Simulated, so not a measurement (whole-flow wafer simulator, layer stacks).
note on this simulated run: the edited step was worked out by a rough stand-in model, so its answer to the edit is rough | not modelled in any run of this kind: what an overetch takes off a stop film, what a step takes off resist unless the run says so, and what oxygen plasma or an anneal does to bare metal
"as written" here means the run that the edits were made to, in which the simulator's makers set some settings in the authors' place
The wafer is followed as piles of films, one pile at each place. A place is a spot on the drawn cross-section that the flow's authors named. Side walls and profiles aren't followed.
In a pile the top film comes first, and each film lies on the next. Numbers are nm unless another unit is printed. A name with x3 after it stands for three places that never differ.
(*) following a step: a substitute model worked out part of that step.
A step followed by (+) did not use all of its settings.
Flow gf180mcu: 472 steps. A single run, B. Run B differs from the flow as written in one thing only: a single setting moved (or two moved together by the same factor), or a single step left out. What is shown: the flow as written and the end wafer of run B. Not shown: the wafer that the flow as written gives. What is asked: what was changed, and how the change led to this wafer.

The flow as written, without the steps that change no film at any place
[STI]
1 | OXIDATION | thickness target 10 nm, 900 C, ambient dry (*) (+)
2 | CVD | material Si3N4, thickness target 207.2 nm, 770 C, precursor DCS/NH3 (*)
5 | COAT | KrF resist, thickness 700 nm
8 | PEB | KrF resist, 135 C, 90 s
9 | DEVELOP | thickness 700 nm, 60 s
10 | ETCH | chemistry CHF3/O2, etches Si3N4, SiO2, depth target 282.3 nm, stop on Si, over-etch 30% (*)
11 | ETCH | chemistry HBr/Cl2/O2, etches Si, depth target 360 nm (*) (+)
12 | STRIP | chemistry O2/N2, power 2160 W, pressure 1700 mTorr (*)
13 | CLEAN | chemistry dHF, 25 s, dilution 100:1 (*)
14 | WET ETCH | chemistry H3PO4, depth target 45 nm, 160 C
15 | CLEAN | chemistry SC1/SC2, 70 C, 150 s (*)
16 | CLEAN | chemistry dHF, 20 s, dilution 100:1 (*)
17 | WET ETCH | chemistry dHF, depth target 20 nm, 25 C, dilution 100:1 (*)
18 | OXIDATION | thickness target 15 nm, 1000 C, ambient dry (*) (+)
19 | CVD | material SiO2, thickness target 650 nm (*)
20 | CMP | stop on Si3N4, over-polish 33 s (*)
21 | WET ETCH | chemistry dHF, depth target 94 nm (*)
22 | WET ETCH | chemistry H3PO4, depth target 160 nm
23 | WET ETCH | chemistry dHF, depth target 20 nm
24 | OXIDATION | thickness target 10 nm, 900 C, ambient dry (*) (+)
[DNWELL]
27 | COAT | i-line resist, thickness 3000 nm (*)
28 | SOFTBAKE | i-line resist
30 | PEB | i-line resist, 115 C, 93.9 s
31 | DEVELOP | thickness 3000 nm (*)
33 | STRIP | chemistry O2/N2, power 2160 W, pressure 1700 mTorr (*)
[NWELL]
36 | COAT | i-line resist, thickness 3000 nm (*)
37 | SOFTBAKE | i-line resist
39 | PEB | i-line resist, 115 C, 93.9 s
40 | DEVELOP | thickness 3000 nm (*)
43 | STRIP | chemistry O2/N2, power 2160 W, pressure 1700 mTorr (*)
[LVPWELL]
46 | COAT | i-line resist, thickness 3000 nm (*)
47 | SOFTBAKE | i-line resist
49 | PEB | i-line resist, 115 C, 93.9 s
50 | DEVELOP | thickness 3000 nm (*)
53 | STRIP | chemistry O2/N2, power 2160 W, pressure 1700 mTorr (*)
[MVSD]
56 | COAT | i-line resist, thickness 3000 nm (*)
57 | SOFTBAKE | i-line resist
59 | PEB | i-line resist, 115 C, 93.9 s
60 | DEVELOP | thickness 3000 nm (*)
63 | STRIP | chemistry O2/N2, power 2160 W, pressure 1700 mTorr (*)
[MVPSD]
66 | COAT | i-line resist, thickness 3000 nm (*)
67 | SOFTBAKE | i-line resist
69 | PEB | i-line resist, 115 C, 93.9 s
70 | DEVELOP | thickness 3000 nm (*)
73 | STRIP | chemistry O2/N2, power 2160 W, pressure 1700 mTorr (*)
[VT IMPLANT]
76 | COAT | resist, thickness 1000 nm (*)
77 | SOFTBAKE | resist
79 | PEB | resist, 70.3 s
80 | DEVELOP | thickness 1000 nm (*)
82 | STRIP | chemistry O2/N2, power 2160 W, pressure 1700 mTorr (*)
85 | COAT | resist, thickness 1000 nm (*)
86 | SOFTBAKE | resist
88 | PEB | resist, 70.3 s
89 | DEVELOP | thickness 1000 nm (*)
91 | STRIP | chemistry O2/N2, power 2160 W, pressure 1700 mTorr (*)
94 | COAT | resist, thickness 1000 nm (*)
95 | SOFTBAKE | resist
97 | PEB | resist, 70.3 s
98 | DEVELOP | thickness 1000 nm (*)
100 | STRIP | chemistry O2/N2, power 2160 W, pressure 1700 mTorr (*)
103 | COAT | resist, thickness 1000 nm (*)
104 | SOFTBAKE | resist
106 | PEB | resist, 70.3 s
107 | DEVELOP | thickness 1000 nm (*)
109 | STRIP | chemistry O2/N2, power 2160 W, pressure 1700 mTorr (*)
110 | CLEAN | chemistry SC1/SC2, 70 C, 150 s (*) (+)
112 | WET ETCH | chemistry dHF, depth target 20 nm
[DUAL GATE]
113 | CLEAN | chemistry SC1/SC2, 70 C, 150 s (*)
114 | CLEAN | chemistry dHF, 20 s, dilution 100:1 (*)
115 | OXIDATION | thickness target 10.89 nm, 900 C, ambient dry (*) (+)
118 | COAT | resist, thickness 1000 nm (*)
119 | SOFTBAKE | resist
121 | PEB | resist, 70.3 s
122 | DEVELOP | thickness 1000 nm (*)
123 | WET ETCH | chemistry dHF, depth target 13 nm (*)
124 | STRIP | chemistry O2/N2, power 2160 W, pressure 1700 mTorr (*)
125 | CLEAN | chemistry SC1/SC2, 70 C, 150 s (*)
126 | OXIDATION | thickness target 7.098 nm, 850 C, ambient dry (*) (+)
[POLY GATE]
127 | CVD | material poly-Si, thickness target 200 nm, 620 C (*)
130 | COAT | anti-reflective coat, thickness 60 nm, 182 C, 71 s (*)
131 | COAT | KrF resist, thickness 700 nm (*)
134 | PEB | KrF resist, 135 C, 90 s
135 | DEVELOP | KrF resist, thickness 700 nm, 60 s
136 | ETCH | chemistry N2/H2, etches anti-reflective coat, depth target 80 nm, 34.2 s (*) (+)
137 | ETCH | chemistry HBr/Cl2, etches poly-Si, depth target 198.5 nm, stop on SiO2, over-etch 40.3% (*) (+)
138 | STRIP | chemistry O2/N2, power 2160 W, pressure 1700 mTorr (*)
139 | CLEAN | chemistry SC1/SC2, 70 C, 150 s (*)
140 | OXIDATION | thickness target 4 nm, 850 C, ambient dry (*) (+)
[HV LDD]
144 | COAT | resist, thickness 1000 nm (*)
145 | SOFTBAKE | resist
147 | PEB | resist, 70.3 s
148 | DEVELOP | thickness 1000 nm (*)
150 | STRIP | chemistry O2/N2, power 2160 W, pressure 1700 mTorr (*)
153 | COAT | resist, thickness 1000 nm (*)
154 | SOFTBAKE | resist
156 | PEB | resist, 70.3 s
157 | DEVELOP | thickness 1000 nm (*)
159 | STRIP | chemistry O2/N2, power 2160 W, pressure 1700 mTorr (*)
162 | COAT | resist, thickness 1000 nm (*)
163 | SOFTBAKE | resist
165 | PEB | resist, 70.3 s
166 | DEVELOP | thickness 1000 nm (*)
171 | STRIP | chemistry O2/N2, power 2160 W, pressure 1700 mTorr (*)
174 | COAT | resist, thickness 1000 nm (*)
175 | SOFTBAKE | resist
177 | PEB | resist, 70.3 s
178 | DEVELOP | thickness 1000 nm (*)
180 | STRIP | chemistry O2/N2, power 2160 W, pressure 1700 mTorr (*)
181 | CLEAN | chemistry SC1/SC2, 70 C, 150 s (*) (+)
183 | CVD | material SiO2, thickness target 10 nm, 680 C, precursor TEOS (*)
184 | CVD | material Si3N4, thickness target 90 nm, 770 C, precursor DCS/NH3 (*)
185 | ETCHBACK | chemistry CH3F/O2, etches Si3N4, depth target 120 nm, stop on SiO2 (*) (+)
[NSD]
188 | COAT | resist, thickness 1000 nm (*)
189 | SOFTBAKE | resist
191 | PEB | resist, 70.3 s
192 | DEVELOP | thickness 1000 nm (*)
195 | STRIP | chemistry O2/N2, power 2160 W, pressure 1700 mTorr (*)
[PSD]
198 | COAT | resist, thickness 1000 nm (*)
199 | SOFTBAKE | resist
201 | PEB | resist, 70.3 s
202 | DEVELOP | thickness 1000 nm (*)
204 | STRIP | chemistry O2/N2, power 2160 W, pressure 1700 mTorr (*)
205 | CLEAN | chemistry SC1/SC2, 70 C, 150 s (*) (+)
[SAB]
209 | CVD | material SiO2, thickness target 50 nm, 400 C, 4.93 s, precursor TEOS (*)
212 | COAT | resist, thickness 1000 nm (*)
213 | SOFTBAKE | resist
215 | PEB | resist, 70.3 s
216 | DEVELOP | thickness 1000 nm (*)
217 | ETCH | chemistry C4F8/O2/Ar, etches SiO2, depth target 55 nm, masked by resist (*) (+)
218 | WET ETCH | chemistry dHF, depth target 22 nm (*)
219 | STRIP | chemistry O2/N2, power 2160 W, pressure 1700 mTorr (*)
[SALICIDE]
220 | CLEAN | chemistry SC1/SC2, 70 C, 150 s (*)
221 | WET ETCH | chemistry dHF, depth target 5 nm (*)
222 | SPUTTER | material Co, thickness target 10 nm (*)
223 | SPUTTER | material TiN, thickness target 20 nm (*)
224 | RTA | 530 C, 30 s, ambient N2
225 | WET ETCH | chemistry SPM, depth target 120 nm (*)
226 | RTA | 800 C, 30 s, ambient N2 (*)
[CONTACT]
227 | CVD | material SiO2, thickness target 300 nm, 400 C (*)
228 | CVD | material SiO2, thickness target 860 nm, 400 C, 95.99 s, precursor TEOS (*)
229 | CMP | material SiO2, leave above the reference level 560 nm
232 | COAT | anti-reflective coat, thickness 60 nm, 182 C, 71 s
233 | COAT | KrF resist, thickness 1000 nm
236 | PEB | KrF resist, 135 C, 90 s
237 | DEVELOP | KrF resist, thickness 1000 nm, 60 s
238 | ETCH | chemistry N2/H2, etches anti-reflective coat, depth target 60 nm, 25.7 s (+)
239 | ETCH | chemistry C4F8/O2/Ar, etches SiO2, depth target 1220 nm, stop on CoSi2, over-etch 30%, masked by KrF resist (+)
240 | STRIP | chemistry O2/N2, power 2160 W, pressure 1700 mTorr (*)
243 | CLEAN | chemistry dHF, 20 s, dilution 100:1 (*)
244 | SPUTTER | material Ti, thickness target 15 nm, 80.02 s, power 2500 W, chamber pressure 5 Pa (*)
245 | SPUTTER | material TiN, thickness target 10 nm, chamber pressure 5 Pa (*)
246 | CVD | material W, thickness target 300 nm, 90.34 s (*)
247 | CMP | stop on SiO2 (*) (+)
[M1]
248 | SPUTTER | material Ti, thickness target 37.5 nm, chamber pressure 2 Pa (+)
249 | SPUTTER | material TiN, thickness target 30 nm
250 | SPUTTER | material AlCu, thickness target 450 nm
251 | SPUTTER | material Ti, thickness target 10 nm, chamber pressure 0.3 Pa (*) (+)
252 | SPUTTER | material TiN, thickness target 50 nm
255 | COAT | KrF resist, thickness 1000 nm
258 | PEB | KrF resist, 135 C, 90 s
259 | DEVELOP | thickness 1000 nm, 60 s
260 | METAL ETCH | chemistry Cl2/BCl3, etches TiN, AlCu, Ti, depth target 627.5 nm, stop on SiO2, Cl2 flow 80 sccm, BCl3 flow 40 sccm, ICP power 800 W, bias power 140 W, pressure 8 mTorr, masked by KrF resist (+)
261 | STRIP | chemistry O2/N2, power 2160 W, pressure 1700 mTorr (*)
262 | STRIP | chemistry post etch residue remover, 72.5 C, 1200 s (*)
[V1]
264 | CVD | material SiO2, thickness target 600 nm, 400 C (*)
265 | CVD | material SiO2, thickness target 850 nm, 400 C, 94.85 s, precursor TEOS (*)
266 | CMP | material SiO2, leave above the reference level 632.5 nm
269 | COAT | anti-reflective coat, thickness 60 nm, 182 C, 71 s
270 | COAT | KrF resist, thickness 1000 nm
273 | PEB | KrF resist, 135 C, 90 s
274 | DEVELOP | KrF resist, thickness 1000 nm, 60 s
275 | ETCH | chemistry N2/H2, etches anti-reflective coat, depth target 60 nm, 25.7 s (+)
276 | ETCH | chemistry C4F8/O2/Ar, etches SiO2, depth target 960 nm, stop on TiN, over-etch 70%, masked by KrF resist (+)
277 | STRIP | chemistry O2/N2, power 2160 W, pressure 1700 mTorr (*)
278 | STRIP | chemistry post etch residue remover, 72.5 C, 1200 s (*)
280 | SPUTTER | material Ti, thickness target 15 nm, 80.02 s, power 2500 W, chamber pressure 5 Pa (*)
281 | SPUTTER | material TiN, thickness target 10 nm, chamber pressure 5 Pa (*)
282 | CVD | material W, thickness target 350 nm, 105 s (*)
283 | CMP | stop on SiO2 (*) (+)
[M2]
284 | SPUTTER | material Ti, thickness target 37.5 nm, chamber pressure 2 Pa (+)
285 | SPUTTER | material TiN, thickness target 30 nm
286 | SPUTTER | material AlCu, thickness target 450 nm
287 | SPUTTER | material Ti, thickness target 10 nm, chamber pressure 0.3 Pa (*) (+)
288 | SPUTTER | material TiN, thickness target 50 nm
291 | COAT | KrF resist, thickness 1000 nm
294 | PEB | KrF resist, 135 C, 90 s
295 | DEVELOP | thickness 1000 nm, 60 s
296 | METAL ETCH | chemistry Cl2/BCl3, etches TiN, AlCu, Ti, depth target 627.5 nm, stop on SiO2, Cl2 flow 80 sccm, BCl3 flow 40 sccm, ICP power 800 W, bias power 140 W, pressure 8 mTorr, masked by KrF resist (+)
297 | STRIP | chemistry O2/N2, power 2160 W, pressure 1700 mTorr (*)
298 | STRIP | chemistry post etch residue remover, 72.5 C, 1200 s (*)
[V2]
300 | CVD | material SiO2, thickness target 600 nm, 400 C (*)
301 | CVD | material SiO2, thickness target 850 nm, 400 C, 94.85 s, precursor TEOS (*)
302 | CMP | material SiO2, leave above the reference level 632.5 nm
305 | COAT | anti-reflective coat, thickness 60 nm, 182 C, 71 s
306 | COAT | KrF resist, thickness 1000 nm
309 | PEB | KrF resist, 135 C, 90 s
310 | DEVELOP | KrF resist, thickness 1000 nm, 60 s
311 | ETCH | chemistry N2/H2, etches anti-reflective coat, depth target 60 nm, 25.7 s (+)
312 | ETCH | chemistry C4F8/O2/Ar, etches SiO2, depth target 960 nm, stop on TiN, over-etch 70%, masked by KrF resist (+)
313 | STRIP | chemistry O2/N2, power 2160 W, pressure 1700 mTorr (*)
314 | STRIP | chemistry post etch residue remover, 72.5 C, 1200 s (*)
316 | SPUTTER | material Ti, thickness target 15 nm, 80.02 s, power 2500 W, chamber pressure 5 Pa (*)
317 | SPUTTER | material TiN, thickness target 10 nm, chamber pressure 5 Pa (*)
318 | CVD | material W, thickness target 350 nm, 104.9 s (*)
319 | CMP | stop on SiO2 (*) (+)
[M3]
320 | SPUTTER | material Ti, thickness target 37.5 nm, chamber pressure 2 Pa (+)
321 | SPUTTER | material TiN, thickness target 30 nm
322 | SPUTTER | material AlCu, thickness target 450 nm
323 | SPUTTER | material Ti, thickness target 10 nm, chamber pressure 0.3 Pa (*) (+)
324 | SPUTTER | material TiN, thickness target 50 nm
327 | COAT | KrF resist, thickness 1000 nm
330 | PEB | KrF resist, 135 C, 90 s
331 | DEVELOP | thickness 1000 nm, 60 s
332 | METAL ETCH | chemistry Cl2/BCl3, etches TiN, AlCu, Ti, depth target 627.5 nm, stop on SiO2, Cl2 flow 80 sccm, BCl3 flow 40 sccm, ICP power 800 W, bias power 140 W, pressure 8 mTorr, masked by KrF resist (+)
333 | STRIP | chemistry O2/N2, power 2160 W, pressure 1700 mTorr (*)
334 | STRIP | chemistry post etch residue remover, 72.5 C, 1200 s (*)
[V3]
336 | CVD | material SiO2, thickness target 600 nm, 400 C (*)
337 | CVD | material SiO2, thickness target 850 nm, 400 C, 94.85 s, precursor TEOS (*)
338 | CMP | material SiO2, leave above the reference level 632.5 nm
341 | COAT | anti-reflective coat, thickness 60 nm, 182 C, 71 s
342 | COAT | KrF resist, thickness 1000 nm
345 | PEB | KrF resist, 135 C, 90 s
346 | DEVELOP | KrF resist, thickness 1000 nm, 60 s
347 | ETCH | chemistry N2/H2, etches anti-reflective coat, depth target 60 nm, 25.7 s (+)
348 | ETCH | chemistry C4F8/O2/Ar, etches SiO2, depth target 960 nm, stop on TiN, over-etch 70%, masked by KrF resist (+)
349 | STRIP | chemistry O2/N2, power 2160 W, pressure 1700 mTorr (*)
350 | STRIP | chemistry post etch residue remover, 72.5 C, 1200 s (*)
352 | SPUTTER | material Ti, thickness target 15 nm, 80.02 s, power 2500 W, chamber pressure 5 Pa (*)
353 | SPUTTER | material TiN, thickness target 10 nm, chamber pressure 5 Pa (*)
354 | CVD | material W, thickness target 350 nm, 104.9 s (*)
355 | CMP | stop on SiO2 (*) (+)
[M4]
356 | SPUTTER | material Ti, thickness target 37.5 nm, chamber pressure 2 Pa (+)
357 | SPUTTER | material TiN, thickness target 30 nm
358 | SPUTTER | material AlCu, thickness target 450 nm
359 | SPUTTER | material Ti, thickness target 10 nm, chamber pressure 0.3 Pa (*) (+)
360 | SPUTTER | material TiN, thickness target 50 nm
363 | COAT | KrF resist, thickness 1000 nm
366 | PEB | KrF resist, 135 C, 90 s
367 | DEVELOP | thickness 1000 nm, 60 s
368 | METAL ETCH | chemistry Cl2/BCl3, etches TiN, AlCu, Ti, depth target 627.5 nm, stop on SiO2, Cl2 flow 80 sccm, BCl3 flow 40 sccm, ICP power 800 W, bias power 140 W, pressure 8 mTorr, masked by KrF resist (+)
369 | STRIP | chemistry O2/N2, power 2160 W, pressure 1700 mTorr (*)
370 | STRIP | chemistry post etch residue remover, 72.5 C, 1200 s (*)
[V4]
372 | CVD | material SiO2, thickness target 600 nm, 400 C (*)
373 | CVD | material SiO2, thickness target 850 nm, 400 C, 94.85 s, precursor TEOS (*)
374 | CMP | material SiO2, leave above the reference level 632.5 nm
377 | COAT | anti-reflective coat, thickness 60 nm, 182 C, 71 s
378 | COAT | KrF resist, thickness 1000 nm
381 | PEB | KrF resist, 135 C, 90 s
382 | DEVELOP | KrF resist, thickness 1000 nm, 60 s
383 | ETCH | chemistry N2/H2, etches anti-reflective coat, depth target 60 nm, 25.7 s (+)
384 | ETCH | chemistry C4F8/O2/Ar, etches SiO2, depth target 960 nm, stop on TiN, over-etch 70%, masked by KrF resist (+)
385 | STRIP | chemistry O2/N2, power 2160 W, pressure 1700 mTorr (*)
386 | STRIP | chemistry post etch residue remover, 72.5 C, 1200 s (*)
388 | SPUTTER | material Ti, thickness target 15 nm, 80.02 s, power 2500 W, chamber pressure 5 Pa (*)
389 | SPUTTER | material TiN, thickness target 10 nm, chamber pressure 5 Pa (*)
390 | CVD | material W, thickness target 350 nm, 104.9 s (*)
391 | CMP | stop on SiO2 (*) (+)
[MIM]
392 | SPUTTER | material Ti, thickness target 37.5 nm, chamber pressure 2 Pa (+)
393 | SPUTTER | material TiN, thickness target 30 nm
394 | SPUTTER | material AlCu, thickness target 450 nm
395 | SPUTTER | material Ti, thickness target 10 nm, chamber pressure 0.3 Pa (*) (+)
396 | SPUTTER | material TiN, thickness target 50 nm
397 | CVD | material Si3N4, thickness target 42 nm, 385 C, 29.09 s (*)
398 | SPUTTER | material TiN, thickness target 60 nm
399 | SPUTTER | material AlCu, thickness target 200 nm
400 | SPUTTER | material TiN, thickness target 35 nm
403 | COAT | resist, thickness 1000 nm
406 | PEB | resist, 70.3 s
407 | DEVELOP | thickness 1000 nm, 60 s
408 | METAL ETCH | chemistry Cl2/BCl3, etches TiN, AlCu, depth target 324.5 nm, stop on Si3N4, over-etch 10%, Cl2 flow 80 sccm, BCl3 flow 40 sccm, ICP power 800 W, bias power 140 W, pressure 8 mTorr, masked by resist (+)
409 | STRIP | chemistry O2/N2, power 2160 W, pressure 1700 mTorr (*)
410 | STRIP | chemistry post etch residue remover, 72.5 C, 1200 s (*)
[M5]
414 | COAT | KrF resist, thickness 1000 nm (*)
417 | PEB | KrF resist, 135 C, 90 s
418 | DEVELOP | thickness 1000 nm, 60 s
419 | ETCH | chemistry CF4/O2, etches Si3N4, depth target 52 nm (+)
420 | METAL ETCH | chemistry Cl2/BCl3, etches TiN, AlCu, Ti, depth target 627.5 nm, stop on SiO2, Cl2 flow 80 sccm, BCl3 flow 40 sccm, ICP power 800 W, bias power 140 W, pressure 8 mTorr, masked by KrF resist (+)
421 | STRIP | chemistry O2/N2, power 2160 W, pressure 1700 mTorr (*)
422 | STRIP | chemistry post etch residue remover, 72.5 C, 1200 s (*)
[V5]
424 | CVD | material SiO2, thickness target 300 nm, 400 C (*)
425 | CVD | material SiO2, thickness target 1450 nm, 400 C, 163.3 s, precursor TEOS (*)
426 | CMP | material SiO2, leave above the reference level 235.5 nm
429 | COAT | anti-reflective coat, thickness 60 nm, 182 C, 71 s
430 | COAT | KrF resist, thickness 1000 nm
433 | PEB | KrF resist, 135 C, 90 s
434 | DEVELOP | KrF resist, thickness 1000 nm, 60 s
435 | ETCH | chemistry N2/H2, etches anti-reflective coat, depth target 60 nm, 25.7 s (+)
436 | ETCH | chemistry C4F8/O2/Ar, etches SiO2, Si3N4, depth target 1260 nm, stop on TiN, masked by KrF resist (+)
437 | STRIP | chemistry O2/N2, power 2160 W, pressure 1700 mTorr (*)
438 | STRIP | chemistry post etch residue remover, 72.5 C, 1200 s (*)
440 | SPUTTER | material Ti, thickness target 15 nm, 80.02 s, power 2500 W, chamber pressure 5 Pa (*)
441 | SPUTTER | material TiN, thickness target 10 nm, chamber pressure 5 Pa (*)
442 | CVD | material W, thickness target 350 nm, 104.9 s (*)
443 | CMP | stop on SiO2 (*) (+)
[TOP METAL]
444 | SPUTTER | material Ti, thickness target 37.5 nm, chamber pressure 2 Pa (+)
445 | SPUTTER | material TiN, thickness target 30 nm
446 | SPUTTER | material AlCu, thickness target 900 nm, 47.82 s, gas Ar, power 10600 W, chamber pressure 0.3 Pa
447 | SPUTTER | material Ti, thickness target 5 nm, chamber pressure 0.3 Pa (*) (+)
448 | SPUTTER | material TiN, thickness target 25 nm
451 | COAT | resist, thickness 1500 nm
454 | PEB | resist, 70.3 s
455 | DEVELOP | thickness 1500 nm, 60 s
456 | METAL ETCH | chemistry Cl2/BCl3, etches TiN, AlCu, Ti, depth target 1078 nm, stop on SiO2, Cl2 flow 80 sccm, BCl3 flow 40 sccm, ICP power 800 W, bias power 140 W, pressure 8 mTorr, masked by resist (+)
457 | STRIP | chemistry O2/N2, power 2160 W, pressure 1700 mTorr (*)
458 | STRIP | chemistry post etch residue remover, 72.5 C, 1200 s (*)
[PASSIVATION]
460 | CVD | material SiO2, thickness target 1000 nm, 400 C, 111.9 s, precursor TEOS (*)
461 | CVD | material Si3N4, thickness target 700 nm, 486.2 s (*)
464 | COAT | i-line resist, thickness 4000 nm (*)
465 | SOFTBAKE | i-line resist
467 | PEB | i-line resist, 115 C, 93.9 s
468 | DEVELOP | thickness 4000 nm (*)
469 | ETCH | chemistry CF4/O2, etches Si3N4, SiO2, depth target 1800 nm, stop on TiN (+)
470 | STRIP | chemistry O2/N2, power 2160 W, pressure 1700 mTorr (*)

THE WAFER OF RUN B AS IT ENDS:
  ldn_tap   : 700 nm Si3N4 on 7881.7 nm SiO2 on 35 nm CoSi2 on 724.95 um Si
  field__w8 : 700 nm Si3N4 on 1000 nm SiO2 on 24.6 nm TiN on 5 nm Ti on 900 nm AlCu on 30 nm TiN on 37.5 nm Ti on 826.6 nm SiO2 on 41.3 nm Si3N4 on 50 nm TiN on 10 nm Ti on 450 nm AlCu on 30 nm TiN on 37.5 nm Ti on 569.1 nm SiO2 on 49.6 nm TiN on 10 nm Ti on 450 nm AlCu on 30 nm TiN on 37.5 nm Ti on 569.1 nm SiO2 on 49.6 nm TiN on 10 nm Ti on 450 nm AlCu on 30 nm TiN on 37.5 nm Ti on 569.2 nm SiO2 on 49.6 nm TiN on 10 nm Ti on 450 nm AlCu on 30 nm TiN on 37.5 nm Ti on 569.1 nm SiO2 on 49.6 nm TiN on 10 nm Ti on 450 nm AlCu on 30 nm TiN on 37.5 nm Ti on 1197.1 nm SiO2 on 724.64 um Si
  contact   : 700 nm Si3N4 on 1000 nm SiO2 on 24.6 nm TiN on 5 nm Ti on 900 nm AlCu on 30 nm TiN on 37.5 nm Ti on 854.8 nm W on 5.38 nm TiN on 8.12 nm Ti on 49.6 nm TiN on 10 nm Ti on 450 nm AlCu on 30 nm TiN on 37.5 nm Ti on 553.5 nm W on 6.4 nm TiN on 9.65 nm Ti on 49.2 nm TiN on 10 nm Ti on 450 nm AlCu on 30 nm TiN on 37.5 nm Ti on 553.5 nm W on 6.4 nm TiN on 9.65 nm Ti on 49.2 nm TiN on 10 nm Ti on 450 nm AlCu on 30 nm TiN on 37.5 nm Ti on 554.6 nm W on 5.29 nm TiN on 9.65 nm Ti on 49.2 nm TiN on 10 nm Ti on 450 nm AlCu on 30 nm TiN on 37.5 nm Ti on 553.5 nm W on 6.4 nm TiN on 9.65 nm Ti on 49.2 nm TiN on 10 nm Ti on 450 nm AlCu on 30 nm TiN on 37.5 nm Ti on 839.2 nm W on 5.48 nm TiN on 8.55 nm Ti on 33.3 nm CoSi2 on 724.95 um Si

What caused this: step 317, SPUTTER: thickness target 8.25 nm was run, whereas the flow has thickness target 10 nm.

The path from the change to this, step by step:
  317 | SPUTTER | material TiN, thickness target 10 nm, chamber pressure 5 Pa (*)
      field, field__w1, field__w2 and 107 more: +8.25 TiN (new film) (as written it would have been: +10 TiN (new film))
      contact: +5.29 TiN (new film) (as written it would have been: +6.4 TiN (new film))
  319 | CMP | stop on SiO2 (*) (+)
      field, field__w1, field__w2 and 107 more: -350 W (all of it), -8.25 TiN (all of it), -15 Ti (all of it), -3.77 SiO2 (as written it would have been: -350 W (all of it), -10 TiN (all of it), -15 Ti (all of it), -3.78 SiO2)
